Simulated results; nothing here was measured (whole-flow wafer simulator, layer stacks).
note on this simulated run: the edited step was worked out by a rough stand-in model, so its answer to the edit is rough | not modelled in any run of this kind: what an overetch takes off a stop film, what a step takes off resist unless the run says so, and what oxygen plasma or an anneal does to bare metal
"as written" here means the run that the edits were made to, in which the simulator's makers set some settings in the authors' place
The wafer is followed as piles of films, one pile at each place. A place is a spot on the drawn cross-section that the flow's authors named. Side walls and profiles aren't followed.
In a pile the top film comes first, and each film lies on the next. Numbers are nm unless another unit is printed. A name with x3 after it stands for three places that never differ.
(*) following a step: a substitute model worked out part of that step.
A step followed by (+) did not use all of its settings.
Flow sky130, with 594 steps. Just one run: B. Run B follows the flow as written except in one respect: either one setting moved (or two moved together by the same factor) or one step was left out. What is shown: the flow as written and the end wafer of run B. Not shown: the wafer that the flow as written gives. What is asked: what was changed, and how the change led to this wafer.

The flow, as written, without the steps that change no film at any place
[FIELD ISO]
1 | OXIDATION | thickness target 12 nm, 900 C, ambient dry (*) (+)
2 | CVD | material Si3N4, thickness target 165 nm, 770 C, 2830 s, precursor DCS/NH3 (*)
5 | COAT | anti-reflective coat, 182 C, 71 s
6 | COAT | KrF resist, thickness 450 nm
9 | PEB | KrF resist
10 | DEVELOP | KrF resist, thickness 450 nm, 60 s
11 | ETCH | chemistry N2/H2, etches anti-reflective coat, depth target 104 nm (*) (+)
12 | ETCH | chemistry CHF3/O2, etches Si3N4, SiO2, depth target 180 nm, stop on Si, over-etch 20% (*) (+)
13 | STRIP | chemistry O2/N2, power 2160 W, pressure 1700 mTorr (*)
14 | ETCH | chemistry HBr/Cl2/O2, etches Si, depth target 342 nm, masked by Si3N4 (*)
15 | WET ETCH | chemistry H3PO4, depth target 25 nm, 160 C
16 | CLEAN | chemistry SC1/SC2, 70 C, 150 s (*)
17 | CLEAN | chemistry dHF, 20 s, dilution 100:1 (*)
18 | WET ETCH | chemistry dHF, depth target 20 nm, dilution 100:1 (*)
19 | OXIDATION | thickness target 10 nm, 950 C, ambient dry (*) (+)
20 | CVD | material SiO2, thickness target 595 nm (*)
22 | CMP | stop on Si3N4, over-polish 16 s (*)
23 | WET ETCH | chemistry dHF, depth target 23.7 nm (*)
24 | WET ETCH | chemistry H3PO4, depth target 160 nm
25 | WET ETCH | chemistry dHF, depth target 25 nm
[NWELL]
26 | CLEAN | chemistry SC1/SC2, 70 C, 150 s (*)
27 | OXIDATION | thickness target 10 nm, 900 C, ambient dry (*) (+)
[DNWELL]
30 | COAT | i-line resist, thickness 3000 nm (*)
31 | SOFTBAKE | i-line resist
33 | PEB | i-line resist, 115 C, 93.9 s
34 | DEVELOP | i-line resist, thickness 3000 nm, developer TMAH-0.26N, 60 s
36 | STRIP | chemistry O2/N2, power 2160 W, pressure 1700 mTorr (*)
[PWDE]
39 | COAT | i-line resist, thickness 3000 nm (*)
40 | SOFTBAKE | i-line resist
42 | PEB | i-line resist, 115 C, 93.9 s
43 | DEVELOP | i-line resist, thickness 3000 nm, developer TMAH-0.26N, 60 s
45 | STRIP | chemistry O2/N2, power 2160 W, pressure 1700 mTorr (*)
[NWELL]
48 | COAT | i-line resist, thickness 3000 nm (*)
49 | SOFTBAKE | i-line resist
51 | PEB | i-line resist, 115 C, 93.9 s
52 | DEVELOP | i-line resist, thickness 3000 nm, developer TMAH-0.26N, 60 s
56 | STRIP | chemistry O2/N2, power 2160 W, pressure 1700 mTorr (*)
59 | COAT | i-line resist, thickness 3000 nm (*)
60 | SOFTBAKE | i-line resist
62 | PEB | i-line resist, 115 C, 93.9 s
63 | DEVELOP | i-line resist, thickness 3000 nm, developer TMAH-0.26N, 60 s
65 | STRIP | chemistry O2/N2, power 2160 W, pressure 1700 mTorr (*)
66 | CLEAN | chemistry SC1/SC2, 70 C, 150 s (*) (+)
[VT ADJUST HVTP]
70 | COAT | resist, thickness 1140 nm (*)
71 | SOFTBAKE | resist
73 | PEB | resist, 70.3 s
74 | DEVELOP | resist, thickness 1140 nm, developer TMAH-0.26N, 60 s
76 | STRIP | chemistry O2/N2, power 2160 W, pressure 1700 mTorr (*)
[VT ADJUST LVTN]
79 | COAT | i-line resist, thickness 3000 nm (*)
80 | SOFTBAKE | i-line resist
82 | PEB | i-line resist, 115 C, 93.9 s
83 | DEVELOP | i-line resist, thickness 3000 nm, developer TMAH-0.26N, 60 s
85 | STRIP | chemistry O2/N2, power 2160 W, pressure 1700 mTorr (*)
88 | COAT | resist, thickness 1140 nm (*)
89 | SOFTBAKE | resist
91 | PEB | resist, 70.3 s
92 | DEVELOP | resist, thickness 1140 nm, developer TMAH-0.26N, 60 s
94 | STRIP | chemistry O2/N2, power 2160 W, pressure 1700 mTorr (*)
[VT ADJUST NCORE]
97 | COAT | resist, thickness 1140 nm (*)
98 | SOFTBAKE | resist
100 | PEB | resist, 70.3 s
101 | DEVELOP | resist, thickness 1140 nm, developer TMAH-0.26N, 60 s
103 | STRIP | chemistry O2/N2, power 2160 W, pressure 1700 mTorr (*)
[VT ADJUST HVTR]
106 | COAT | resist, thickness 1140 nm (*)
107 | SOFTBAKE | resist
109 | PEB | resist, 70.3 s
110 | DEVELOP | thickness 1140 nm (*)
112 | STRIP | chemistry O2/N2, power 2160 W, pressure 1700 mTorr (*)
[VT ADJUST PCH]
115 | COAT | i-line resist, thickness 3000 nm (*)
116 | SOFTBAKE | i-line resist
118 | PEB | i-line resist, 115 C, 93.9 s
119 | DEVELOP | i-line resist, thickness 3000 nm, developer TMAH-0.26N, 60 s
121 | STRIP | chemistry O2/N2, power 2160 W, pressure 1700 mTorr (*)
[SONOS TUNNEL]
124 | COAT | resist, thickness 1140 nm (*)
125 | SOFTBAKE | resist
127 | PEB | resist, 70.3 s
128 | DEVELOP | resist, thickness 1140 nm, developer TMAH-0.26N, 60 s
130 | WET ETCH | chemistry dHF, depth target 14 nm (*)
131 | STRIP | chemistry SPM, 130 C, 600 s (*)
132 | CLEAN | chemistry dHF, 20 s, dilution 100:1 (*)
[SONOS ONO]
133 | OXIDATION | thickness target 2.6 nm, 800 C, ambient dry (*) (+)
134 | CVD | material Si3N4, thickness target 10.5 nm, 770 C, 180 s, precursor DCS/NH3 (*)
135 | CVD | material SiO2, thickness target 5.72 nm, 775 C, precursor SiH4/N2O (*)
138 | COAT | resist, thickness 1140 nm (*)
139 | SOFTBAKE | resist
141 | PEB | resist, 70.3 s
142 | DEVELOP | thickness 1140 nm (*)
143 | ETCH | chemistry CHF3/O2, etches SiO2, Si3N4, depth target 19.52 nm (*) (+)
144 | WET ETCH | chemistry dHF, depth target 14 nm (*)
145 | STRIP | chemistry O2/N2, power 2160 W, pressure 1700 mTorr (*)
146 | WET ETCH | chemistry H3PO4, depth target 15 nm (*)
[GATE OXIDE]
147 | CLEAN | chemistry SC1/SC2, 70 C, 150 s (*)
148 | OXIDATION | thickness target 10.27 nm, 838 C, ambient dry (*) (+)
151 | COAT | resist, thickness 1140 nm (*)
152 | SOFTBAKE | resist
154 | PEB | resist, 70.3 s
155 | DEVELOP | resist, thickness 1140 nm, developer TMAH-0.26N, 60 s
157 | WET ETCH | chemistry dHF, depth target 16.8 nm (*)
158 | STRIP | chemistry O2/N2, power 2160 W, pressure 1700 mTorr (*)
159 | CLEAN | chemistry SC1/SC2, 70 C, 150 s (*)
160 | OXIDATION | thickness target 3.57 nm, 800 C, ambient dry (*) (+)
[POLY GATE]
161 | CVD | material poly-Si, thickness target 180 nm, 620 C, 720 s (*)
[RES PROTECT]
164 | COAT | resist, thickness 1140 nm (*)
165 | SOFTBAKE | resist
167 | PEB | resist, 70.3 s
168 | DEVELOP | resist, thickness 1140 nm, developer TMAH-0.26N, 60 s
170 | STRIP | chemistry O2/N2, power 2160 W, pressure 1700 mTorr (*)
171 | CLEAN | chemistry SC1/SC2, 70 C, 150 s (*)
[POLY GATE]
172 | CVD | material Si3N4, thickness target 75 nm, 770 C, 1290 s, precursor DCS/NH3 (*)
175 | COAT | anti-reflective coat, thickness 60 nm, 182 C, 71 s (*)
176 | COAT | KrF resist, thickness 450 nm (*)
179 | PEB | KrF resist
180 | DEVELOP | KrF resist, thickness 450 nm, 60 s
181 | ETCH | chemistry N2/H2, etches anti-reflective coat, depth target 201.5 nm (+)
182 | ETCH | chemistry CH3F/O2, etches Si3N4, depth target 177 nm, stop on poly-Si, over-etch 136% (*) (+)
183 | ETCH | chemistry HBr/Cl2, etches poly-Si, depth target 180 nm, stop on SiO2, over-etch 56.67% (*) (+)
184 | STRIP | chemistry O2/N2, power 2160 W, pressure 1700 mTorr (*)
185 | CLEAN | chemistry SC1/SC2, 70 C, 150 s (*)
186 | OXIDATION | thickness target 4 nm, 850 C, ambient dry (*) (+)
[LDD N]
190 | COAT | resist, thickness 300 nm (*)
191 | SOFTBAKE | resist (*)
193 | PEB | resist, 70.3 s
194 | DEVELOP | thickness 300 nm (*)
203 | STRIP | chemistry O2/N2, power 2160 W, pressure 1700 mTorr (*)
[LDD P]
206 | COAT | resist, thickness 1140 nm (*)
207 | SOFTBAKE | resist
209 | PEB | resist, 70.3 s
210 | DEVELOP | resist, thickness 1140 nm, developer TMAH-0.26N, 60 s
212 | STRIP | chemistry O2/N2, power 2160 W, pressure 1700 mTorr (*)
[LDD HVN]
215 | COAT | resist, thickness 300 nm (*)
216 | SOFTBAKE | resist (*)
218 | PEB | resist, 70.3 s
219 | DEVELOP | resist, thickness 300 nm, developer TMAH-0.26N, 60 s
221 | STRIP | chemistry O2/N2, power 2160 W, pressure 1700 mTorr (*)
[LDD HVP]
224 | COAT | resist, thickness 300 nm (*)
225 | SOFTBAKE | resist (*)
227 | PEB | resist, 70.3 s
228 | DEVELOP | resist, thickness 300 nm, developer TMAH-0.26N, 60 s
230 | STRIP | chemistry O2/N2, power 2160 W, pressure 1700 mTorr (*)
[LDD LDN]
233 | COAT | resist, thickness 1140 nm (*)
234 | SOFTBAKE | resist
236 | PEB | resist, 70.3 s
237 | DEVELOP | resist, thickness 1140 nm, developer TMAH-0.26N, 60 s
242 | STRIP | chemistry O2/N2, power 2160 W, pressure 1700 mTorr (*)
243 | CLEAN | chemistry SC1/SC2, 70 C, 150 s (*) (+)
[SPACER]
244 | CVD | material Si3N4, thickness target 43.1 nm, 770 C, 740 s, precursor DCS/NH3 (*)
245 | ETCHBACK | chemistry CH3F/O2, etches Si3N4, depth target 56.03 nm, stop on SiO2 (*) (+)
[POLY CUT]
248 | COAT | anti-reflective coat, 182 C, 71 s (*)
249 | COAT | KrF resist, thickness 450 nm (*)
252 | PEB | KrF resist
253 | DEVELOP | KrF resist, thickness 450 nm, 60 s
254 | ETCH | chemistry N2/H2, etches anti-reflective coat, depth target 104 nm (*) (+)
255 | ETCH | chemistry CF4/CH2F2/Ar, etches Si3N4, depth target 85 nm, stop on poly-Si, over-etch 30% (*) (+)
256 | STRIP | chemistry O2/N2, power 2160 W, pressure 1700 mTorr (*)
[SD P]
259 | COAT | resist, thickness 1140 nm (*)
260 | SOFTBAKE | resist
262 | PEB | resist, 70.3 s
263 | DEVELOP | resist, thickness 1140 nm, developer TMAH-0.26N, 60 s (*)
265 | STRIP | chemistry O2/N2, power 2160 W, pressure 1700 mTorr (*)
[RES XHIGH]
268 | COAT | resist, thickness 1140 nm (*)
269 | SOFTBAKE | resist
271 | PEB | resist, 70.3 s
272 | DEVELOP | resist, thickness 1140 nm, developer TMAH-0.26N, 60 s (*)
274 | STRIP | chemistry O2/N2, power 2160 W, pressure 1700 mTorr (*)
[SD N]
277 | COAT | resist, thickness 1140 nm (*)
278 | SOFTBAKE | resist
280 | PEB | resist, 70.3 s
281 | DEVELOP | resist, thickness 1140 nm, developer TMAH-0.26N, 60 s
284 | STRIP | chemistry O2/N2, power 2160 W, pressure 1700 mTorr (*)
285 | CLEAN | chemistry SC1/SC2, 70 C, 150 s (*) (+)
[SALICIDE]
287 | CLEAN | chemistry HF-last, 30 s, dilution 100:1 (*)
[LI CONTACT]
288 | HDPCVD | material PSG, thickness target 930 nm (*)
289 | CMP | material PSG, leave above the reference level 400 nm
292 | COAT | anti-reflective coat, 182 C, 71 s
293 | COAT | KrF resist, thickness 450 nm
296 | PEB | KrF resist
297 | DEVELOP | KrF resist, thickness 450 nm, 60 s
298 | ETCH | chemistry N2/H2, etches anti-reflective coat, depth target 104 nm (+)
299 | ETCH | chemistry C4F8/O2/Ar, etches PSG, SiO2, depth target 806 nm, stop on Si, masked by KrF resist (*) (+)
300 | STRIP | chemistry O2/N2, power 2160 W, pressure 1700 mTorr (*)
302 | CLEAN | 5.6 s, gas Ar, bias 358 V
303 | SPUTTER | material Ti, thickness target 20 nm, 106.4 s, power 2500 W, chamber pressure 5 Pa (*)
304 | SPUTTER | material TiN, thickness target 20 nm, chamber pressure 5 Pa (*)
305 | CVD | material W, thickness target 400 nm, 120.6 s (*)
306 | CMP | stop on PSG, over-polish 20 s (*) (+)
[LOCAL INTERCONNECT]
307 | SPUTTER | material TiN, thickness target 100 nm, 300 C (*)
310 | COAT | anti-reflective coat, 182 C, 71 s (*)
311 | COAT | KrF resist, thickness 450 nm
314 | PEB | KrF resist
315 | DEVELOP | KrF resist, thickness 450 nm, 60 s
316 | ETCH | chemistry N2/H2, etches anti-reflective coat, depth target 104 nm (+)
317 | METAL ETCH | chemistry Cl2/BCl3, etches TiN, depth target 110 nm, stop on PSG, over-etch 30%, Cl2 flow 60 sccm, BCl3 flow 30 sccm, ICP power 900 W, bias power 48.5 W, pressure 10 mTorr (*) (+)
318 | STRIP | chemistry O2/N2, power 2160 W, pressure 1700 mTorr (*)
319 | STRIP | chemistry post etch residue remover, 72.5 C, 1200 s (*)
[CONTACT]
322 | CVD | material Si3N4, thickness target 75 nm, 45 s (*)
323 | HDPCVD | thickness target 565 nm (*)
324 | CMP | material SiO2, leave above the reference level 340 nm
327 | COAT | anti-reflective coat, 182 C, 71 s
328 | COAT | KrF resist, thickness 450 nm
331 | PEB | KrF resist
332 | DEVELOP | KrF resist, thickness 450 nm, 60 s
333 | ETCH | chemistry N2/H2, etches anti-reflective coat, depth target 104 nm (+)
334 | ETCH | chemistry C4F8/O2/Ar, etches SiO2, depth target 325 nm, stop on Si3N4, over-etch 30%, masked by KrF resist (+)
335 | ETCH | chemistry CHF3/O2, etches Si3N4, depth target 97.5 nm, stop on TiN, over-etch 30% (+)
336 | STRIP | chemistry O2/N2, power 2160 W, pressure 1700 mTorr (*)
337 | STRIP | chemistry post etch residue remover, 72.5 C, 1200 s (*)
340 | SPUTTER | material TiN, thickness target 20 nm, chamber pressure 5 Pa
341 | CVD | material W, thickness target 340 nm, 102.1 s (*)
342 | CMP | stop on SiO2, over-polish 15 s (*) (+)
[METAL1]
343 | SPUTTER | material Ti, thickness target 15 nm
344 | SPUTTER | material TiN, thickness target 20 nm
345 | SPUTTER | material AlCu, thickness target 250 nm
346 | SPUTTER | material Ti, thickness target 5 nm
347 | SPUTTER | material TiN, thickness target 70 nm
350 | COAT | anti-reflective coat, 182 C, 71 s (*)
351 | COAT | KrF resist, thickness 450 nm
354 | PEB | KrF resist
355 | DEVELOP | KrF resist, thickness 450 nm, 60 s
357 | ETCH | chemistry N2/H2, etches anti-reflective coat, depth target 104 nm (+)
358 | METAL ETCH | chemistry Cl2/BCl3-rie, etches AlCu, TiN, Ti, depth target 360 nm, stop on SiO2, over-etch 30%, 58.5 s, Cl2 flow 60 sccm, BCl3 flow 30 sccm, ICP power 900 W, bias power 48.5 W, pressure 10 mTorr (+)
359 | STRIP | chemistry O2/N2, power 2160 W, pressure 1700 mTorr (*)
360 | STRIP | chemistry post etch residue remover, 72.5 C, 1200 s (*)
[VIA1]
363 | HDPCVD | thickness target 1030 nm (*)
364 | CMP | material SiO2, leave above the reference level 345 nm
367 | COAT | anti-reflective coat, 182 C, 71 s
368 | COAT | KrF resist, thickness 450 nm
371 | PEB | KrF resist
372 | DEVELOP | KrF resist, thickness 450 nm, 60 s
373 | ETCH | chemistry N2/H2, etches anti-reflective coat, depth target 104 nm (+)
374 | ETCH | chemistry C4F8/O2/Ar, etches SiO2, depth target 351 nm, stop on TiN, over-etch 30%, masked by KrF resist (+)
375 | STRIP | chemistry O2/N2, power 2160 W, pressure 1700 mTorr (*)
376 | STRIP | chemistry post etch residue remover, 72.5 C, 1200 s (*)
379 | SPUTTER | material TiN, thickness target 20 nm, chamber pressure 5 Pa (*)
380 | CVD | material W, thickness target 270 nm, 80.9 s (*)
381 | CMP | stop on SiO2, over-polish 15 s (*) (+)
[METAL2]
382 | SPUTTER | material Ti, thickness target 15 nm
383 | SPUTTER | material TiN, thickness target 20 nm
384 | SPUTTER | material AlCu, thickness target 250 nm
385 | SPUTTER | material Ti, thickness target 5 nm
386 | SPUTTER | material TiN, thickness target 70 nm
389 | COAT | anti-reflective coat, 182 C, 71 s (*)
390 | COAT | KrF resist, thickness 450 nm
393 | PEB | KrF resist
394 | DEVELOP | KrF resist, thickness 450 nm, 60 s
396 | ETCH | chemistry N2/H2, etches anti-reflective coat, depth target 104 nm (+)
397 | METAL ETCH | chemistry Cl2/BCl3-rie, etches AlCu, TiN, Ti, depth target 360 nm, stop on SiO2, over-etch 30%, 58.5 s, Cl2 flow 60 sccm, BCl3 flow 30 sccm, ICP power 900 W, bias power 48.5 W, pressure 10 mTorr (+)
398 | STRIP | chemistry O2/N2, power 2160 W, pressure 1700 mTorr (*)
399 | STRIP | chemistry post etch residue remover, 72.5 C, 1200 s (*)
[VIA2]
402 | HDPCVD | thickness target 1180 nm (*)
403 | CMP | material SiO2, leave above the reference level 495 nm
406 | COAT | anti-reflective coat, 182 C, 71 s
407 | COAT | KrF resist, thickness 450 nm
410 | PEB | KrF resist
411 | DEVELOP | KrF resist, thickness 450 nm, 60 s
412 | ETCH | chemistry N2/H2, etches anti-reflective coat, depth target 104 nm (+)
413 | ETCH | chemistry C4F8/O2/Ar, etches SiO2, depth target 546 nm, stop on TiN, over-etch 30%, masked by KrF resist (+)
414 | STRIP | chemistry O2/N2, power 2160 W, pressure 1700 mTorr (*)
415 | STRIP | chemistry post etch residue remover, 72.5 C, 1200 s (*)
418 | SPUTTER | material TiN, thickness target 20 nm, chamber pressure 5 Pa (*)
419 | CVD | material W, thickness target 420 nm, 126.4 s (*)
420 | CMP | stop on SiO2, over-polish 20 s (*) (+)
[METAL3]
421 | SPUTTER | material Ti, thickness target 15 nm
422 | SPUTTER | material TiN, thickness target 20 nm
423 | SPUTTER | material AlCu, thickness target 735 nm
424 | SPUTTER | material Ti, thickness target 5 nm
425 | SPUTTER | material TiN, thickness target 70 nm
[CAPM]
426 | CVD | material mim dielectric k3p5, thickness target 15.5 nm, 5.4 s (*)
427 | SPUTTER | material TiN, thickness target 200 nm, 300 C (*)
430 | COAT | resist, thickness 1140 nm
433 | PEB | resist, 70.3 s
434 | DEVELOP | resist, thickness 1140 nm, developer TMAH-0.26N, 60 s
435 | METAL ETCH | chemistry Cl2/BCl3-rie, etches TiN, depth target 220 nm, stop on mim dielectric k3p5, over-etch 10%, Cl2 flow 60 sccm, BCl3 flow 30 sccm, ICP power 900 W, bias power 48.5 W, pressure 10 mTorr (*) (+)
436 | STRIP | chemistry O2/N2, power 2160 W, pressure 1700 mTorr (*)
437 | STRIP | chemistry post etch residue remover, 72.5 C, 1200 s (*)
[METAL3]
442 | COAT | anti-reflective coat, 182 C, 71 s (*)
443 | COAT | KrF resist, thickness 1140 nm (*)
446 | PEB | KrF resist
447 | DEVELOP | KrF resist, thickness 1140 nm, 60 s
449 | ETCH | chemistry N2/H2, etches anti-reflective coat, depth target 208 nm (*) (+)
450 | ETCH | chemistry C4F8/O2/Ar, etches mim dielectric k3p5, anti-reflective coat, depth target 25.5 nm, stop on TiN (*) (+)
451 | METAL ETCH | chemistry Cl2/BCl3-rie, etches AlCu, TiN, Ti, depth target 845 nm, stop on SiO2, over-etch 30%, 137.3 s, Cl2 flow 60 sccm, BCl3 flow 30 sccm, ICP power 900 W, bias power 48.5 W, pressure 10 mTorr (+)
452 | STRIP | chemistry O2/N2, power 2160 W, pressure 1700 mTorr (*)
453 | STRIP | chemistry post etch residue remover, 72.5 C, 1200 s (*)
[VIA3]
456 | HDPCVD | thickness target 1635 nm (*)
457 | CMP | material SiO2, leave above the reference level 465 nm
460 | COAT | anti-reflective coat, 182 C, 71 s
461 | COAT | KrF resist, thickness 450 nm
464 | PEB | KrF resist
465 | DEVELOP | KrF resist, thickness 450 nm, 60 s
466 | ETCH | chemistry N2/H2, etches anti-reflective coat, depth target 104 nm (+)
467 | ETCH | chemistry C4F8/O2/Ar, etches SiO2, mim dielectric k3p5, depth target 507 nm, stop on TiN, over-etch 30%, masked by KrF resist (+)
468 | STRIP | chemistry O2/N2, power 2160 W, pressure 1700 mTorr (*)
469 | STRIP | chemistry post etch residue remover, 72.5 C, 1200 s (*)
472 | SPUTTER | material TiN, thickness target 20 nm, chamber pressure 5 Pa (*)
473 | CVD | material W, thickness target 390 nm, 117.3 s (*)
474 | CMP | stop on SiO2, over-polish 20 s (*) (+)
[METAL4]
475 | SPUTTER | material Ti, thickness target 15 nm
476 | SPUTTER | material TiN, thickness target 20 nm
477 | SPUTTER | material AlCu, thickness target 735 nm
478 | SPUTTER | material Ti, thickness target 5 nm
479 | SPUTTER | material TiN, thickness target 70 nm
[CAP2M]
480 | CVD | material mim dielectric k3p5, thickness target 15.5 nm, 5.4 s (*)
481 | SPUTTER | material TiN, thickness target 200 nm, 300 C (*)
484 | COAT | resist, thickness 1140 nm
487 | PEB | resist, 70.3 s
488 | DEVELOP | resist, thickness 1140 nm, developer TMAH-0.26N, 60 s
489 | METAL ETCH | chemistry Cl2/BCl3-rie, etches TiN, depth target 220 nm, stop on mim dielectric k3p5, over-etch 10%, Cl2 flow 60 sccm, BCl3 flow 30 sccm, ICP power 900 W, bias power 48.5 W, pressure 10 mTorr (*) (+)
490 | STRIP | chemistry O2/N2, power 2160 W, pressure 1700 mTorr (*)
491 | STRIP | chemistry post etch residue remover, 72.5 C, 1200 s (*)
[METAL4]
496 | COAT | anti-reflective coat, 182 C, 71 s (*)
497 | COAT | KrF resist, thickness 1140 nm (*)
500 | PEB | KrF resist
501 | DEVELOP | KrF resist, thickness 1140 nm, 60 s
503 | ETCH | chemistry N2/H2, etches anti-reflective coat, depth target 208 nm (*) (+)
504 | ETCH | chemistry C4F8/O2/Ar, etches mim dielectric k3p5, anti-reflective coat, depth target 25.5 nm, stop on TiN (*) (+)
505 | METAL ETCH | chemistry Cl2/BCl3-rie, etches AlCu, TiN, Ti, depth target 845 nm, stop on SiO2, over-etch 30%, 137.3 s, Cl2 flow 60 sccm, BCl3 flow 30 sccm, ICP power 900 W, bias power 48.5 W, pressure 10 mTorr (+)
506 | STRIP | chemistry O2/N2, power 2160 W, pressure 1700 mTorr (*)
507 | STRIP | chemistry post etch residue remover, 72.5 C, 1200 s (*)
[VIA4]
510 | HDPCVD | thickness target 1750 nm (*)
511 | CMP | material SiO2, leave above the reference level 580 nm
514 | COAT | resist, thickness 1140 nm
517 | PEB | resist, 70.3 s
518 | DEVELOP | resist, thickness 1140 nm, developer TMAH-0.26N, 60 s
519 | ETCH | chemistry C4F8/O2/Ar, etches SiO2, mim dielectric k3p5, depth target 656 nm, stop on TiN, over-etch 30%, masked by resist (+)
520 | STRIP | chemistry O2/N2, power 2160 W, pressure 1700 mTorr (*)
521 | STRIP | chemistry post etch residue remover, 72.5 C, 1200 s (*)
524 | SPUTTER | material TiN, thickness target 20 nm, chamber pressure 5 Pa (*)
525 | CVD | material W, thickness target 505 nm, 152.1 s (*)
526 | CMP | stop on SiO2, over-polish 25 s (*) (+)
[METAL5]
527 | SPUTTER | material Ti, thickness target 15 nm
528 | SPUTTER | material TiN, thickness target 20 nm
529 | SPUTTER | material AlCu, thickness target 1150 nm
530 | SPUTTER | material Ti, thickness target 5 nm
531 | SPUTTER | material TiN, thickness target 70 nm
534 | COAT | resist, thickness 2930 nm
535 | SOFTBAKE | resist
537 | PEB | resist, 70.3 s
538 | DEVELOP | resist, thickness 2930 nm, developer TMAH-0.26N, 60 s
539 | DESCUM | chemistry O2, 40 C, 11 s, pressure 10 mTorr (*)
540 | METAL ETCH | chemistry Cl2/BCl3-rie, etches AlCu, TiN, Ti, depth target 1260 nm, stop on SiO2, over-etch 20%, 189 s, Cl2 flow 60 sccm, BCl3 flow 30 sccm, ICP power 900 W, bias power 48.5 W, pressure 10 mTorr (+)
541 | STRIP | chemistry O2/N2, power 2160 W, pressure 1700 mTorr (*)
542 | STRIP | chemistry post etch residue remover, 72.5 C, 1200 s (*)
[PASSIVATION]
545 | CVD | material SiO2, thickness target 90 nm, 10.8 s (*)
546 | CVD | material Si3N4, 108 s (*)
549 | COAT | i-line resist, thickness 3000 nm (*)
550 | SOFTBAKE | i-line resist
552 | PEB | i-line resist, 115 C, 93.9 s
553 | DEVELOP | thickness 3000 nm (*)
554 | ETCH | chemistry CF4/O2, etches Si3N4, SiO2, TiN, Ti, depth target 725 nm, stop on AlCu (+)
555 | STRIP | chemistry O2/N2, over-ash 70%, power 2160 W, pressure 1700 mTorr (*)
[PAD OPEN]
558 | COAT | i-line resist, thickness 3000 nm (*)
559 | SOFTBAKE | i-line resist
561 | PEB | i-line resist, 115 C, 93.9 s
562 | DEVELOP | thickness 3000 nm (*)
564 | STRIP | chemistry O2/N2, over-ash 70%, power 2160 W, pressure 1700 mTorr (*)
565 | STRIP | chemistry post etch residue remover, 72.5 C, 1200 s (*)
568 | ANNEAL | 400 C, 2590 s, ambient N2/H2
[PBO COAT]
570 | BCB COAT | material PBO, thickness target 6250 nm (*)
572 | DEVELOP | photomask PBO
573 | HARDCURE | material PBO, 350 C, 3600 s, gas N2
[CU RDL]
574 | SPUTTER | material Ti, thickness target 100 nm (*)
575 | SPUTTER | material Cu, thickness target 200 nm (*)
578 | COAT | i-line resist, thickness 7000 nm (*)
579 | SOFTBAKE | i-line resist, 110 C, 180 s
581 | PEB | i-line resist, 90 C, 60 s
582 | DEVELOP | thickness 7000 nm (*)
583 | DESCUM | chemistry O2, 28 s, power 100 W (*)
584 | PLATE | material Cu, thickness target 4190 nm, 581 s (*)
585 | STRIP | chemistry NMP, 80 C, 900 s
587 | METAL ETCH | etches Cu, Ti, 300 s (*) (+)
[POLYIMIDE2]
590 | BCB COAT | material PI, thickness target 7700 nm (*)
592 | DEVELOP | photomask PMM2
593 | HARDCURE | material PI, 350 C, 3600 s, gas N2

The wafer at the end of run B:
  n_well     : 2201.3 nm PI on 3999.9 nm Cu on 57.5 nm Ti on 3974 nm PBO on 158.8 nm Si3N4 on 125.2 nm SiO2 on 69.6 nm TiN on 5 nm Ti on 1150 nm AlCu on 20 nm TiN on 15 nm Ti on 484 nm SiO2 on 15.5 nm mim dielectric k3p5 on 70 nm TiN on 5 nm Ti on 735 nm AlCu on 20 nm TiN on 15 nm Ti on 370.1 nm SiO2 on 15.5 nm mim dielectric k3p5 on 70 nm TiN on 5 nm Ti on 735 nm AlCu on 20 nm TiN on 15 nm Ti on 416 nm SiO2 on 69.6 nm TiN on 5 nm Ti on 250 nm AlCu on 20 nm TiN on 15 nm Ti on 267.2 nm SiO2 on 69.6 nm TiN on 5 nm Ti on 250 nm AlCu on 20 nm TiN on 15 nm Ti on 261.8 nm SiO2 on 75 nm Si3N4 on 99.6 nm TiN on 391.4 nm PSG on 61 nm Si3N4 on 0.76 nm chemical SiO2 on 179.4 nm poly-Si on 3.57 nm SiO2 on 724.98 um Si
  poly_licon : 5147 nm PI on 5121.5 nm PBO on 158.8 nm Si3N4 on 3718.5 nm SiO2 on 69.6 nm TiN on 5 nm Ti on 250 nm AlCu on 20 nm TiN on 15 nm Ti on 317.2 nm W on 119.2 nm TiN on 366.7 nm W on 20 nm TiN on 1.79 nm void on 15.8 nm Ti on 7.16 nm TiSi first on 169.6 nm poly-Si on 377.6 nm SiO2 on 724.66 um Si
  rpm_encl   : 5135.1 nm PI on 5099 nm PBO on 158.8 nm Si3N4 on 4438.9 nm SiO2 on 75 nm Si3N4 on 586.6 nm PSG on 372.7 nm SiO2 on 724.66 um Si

What caused this: step 574, SPUTTER: thickness target 57.5 nm was run, though the flow has thickness target 100 nm.
The wafer itself shows it: n_well has Ti 57.5, and step 574 as written asks for 100 nm.

Step by step, how the change led to this:
  574 | SPUTTER | material Ti, thickness target 100 nm (*)
      field, active, n_well and 190 more: Ti gains 57.5 (new film) (it would be, as written: Ti gains 100 (new film))
  587 | METAL ETCH | etches Cu, Ti, 300 s (*) (+)
      field, active, gate and 167 more: Cu loses 200 (all of it), Ti loses 57.5 (all of it) (it would be, as written: Cu loses 200 (all of it), Ti loses 100 (all of it))
  590 | BCB COAT | material PI, thickness target 7700 nm (*)
      de16_gate_nw: PI gains 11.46 um (new film) (it would be, as written: PI gains 11.5 um (new film))
